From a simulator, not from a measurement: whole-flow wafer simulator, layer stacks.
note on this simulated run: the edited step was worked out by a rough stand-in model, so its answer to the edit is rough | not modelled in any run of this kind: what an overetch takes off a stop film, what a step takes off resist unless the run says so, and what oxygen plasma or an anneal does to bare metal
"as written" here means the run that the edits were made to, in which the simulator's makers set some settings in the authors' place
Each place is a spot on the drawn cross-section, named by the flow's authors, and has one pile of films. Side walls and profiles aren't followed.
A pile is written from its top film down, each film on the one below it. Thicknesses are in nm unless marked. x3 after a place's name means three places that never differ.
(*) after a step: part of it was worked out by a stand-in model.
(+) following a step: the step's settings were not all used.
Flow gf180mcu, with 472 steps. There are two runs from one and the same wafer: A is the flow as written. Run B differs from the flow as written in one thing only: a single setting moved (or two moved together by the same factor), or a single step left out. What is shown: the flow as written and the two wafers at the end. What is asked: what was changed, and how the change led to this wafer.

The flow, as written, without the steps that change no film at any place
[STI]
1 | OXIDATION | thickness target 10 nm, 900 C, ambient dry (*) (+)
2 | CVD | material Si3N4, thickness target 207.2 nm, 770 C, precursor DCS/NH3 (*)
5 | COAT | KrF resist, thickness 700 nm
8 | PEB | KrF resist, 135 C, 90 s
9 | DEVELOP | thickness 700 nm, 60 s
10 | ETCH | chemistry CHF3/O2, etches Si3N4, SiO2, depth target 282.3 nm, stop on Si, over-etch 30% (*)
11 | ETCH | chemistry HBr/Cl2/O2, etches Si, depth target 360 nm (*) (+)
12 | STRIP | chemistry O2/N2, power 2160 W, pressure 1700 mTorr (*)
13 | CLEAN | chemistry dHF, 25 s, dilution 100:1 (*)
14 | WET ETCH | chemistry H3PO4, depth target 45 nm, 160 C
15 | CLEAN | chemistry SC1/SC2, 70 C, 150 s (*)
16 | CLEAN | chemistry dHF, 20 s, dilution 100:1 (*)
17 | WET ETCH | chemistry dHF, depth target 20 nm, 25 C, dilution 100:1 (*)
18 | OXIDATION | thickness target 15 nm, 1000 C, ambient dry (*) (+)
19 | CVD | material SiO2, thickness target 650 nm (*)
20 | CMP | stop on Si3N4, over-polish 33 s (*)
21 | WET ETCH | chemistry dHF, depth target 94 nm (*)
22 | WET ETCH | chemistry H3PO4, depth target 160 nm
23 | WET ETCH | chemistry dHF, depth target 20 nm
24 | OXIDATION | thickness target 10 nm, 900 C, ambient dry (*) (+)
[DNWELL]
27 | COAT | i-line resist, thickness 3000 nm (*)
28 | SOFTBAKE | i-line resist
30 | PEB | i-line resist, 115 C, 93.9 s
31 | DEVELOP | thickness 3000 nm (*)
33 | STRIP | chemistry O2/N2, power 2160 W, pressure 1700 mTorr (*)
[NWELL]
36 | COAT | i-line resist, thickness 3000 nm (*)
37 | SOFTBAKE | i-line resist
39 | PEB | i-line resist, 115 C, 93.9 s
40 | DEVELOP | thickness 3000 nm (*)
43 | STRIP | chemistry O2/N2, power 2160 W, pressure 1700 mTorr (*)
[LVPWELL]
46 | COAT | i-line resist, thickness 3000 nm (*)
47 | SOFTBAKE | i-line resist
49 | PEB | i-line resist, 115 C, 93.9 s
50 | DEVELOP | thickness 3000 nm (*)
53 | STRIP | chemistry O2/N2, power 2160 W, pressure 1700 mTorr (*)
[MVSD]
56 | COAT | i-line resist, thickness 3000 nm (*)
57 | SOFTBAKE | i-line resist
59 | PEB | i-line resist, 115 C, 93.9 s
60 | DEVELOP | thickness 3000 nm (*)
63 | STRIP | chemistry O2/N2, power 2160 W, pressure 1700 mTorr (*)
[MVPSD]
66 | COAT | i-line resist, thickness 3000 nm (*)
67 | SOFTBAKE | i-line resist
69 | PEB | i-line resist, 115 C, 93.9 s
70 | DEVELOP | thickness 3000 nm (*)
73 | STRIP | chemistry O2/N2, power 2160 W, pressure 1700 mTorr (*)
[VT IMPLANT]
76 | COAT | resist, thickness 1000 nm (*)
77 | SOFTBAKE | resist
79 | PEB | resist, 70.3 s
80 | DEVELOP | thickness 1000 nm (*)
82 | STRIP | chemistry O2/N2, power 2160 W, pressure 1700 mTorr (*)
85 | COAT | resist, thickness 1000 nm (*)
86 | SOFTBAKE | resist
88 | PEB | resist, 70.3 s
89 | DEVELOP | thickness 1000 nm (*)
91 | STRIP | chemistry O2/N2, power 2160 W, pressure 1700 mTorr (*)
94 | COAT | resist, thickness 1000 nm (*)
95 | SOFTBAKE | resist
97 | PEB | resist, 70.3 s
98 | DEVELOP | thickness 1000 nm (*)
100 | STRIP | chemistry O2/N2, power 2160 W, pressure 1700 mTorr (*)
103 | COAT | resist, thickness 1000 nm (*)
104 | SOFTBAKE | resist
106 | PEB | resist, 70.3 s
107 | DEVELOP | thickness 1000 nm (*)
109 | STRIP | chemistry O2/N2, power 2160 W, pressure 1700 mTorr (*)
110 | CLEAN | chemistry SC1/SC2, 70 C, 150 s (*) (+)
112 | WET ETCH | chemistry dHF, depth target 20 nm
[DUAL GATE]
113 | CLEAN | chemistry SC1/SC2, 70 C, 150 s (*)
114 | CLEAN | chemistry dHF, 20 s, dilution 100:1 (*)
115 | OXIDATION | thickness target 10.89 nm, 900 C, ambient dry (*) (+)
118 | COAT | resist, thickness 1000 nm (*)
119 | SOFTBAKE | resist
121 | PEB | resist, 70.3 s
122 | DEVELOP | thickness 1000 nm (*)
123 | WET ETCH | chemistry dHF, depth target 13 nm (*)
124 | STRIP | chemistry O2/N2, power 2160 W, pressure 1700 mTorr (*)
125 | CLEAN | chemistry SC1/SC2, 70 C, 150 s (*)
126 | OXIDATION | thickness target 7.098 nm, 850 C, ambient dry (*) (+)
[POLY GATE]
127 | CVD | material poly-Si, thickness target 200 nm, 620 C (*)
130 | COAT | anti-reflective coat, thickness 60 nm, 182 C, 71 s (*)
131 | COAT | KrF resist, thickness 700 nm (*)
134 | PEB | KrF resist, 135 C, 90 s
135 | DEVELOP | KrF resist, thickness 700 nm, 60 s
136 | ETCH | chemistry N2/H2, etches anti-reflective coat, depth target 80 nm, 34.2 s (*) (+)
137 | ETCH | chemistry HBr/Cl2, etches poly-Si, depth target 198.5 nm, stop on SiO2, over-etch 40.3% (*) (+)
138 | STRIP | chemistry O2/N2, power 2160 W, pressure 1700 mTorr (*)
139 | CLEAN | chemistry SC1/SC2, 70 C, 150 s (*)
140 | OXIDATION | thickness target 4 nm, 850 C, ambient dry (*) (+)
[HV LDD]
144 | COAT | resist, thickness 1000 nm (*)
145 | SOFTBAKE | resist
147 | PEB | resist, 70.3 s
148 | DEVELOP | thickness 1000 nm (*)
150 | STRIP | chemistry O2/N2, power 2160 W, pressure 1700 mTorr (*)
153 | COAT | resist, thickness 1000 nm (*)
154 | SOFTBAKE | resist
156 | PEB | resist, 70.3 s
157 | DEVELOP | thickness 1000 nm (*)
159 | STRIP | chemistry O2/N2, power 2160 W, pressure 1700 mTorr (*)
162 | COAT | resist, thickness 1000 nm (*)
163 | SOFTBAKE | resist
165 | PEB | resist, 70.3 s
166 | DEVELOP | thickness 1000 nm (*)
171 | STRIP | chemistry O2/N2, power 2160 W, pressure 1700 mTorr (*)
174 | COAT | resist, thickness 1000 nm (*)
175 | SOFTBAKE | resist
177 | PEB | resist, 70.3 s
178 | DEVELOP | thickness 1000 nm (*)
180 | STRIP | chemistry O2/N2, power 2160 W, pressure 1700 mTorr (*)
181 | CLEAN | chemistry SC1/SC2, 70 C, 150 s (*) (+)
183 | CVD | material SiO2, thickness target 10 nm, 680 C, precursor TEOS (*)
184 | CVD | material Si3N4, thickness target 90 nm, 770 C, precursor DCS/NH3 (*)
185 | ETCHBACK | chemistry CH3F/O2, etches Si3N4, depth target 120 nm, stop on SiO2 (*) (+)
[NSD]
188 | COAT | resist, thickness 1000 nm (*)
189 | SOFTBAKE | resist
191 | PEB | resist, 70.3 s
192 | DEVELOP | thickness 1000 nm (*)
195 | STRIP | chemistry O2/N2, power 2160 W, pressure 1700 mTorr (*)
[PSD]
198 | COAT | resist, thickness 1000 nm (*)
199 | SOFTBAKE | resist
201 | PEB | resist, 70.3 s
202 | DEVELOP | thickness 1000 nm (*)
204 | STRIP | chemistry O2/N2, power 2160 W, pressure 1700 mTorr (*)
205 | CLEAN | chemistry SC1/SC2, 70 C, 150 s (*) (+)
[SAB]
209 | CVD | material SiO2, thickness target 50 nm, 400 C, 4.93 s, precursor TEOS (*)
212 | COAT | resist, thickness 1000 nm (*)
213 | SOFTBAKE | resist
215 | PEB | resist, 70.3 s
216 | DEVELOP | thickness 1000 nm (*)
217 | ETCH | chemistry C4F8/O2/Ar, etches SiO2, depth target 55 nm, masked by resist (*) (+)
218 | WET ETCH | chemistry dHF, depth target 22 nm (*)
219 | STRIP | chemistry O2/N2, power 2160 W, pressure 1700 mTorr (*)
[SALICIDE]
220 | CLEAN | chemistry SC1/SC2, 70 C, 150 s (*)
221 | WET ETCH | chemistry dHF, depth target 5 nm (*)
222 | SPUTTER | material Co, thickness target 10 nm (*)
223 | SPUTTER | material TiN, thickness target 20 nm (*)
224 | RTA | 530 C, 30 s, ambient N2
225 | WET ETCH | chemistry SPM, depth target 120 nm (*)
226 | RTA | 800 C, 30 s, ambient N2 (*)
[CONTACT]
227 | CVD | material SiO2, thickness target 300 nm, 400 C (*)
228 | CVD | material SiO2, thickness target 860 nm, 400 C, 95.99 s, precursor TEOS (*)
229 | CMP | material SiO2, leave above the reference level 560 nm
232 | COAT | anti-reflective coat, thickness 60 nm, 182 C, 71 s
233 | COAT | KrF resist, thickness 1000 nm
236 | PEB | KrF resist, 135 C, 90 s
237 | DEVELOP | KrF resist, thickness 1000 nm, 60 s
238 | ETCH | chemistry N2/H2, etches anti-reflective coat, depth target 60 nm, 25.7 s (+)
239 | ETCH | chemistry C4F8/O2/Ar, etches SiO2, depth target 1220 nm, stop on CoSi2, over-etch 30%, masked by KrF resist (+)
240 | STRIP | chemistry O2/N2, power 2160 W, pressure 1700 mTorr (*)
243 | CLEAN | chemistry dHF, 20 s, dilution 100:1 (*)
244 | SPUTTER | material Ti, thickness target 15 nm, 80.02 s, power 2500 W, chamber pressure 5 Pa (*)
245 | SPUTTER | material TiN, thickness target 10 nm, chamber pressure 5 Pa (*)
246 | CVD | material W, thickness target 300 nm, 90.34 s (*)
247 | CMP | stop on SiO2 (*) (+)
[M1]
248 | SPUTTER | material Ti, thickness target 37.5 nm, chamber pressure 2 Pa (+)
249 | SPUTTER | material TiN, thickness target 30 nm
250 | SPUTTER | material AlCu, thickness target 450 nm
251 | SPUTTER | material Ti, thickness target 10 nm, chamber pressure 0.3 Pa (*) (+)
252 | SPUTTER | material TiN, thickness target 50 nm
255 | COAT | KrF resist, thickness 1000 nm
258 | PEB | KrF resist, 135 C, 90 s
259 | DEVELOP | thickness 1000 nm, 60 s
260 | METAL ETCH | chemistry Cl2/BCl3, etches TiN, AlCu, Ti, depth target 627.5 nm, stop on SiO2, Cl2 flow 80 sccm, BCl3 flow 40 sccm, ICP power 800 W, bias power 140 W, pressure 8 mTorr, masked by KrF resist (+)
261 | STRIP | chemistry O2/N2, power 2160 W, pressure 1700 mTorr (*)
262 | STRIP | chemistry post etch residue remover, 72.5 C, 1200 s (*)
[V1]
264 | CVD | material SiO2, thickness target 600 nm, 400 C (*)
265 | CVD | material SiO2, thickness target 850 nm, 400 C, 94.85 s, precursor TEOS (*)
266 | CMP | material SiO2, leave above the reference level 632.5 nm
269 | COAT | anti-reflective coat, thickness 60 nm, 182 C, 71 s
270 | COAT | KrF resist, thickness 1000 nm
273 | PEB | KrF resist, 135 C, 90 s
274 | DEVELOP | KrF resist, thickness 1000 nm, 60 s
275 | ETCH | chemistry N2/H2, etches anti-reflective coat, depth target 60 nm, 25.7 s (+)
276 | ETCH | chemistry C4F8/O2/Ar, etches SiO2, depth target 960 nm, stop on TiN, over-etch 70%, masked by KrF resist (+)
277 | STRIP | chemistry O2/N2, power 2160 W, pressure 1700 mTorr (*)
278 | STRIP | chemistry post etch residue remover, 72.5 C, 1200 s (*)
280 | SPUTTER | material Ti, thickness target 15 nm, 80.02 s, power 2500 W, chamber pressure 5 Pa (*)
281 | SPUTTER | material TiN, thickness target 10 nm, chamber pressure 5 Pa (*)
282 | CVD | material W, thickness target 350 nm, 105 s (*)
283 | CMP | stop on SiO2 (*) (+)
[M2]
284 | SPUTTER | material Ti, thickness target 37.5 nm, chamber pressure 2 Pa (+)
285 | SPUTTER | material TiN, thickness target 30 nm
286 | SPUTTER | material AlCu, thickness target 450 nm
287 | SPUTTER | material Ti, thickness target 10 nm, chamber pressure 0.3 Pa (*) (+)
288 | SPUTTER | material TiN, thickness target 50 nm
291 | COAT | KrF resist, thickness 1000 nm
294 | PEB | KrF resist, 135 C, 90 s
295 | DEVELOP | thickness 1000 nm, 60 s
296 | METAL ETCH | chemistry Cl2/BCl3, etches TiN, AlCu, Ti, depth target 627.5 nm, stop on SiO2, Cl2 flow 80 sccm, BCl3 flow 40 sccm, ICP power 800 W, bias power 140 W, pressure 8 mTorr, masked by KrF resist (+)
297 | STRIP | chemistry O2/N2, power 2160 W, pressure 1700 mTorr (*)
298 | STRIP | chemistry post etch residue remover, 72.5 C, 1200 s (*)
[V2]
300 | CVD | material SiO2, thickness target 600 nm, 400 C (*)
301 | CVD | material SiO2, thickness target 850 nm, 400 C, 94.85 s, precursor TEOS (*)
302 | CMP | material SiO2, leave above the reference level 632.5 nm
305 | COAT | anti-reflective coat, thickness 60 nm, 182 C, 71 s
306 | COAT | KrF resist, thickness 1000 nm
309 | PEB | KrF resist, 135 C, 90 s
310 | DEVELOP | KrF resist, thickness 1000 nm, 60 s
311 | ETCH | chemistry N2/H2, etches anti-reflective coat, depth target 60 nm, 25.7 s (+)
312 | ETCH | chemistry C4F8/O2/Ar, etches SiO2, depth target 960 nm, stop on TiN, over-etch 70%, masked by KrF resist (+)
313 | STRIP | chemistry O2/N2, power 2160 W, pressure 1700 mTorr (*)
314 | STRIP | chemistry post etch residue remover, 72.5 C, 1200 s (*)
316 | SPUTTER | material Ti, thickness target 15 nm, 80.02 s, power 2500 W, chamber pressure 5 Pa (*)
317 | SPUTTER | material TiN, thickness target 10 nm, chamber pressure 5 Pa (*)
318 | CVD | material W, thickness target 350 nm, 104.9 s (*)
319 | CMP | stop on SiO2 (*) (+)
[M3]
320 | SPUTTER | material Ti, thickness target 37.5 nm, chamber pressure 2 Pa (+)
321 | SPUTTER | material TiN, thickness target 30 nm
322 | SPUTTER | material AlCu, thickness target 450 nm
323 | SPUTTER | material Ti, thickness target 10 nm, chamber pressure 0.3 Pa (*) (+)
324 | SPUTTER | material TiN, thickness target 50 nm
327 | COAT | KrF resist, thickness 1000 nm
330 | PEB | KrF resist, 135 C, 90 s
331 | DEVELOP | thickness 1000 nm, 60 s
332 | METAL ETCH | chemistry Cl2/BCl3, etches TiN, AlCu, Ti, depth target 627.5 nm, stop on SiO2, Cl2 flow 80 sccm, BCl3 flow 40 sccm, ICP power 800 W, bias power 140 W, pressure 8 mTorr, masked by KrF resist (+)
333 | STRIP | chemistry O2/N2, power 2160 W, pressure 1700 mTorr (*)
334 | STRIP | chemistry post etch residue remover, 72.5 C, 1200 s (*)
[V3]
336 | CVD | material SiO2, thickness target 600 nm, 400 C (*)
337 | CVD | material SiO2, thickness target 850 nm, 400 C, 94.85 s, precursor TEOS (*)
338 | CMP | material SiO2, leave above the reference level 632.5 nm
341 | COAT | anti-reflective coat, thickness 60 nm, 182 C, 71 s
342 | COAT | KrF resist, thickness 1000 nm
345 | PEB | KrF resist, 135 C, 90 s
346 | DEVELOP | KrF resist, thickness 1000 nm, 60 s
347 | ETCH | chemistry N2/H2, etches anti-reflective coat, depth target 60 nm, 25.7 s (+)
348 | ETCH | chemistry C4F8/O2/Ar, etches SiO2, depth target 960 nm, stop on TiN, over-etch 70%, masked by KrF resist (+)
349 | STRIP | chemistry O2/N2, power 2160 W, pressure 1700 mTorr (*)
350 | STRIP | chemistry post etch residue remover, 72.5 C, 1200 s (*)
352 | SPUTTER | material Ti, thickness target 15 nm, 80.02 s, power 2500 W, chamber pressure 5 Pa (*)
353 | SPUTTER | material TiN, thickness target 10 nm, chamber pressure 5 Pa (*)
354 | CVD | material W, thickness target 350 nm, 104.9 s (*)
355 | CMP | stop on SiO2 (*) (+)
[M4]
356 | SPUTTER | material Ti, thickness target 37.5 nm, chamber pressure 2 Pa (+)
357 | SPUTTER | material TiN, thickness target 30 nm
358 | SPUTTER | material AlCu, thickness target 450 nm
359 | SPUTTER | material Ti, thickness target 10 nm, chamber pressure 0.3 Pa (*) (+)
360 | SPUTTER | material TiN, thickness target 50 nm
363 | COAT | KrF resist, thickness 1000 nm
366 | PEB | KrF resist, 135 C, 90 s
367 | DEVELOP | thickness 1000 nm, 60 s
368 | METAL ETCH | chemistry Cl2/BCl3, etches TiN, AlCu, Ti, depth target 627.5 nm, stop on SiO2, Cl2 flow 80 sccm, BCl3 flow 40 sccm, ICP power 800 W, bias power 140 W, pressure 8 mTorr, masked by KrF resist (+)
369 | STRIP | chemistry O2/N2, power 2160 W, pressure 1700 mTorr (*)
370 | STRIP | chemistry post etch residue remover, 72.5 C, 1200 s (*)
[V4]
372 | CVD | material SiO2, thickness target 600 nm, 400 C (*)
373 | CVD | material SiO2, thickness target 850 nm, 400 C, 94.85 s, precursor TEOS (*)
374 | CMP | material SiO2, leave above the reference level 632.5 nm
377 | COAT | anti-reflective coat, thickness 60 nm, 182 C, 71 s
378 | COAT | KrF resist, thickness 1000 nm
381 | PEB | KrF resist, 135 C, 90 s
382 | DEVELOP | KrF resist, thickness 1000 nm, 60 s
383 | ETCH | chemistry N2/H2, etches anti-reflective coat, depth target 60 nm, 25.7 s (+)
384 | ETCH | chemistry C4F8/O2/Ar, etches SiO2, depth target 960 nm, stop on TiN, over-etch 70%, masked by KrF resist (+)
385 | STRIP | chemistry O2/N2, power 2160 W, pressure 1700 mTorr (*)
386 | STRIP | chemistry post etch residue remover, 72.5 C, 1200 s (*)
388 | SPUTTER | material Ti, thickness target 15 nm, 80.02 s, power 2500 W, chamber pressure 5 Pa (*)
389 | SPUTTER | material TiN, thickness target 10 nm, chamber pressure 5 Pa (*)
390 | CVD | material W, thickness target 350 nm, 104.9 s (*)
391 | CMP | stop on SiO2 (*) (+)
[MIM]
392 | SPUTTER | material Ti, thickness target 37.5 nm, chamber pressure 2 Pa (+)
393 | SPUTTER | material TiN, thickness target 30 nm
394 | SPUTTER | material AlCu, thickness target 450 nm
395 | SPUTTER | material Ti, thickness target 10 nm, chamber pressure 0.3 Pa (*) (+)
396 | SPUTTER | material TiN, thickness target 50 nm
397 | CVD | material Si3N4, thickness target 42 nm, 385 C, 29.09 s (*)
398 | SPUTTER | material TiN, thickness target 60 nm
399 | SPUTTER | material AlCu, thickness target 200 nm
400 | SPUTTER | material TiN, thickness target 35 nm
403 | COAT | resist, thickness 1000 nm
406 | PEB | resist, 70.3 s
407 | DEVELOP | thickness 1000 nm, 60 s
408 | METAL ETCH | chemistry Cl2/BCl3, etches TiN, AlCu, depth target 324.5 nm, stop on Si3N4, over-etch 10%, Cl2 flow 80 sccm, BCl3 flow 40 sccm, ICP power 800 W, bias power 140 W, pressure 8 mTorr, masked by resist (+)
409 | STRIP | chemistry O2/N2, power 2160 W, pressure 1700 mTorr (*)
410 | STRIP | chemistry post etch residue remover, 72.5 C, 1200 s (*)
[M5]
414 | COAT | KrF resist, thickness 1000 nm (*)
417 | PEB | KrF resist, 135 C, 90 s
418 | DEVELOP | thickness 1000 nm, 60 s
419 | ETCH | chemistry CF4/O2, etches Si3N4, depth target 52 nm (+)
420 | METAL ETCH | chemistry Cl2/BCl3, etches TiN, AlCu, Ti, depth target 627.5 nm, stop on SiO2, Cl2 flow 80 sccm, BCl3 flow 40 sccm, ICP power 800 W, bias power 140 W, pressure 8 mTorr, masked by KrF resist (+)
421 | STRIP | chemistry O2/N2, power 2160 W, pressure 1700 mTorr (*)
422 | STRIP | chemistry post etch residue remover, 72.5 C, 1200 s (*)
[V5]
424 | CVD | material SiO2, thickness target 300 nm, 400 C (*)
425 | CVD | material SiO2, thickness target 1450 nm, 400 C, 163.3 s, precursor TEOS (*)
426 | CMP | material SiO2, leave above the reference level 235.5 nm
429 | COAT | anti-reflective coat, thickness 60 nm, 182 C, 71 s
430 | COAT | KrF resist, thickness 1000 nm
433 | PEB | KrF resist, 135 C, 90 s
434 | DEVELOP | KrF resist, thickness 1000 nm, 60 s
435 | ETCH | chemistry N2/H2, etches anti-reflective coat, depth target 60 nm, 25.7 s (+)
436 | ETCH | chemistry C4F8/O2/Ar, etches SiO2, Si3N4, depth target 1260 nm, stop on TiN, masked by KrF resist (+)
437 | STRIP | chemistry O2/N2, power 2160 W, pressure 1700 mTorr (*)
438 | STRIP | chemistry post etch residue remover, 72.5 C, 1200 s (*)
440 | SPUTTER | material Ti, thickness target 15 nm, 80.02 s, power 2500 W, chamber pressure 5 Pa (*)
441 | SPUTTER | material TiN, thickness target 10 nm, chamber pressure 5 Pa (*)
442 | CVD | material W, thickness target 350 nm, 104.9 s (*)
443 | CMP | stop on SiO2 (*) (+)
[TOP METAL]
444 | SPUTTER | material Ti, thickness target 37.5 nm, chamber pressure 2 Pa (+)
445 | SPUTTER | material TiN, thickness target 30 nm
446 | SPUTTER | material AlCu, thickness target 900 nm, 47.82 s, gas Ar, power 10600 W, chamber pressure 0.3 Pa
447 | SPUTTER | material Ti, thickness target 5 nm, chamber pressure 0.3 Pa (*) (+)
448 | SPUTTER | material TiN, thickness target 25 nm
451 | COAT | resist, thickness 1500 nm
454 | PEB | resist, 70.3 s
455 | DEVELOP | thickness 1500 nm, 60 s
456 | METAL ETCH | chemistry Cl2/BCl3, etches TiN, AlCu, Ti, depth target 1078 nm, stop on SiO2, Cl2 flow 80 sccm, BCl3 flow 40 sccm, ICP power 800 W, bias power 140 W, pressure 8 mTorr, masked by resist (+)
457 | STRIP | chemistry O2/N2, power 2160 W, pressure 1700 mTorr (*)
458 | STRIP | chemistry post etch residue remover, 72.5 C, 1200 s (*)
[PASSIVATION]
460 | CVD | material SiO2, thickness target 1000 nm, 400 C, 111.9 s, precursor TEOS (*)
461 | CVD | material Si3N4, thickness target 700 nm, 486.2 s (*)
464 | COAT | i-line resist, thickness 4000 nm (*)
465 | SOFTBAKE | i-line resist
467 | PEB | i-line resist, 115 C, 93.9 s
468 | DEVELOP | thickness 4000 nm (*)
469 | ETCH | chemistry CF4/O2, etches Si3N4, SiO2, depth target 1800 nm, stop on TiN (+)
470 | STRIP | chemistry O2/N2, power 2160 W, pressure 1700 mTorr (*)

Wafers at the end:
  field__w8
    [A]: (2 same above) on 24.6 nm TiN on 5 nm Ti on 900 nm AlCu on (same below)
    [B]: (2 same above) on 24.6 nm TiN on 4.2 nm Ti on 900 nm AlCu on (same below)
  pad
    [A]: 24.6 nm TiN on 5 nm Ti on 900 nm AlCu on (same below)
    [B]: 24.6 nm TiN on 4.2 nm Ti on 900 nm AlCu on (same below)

The reason: step 447, SPUTTER: thickness target 4.2 nm was run, though the flow has thickness target 5 nm.
The wafer lets one read it off: field__w8 has Ti 4.2, and step 447 as written asks for 5 nm.

Step by step, how the change led to this:
  447 | SPUTTER | material Ti, thickness target 5 nm, chamber pressure 0.3 Pa (*) (+)
      field, field__w1, field__w2 and 109 more: A +5 Ti (new film) | B +4.2 Ti (new film)
  456 | METAL ETCH | chemistry Cl2/BCl3, etches TiN, AlCu, Ti, depth target 1078 nm, stop on SiO2, Cl2 flow 80 sccm, BCl3 flow 40 sccm, ICP power 800 W, bias power 140 W, pressure 8 mTorr, masked by resist (+)
      field, field__w1, field__w2 and 103 more: A -25 TiN (all of it), -5 Ti (all of it), -900 AlCu (all of it), -30 TiN (all of it), -37.5 Ti (all of it) | B -25 TiN (all of it), -4.2 Ti (all of it), -900 AlCu (all of it), -30 TiN (all of it), -37.5 Ti (all of it)
